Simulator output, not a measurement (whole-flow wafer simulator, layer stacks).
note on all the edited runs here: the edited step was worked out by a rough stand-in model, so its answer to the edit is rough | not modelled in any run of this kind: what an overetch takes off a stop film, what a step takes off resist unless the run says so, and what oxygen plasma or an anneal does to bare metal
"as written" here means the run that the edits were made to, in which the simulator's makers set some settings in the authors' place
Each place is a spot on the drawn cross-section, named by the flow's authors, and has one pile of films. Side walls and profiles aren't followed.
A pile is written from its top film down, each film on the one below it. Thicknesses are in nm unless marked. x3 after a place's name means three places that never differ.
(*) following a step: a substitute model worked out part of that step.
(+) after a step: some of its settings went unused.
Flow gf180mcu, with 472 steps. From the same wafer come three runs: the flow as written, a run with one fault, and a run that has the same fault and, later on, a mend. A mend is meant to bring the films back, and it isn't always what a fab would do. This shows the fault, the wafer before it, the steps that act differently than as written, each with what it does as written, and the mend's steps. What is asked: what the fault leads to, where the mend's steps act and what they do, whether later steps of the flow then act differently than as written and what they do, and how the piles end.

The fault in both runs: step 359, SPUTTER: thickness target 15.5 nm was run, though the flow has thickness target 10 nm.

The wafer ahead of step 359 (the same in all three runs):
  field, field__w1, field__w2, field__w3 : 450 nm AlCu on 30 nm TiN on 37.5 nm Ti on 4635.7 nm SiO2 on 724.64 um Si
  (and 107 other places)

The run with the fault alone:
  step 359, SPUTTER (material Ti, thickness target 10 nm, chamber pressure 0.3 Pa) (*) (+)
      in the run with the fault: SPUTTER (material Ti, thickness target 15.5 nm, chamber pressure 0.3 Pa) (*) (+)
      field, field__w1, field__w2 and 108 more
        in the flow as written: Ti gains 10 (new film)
        in the run with the fault: Ti gains 15.5 (new film)
  Later steps of the flow acting differently than as written (not shown: 5 more steps that differ only slightly, by at most 2% or 0.5 nm, whichever is larger):
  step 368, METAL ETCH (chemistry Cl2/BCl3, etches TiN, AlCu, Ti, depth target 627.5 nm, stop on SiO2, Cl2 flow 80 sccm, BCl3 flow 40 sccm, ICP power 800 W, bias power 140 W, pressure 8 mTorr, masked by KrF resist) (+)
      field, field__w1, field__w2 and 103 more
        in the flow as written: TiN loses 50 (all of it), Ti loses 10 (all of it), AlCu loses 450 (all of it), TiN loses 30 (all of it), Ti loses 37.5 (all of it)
        in the run with the fault: TiN loses 50 (all of it), Ti loses 15.5 (all of it), AlCu loses 450 (all of it), TiN loses 30 (all of it), Ti loses 37.5 (all of it)
  By the end, the piles at field__w8, contact, m1, m1__w1, m1_nw depart from the flow's by more than 2% or 0.5 nm, whichever is larger.
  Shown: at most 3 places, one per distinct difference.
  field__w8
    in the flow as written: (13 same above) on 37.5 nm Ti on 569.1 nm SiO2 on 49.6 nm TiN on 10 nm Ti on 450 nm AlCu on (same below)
    in the run with the fault: (13 same above) on 37.5 nm Ti on 563.6 nm SiO2 on 49.6 nm TiN on 15.5 nm Ti on 450 nm AlCu on (same below)
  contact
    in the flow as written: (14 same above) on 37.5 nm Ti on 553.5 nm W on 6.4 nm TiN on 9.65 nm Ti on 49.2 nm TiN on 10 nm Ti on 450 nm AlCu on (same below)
    in the run with the fault: (14 same above) on 37.5 nm Ti on 547.9 nm W on 6.42 nm TiN on 9.68 nm Ti on 49.2 nm TiN on 15.5 nm Ti on 450 nm AlCu on (same below)

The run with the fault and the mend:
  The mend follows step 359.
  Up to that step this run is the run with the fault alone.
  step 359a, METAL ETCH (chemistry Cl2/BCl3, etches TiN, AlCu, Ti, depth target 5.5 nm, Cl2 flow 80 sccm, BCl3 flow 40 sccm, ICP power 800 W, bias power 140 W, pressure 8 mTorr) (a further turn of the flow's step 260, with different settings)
      field, field__w1, field__w2 and 108 more
        Ti loses 5.5
  None of the later steps of the flow acts differently than as written at any place that is followed.
  By the end, the piles equal the flow's at every place that both follow.
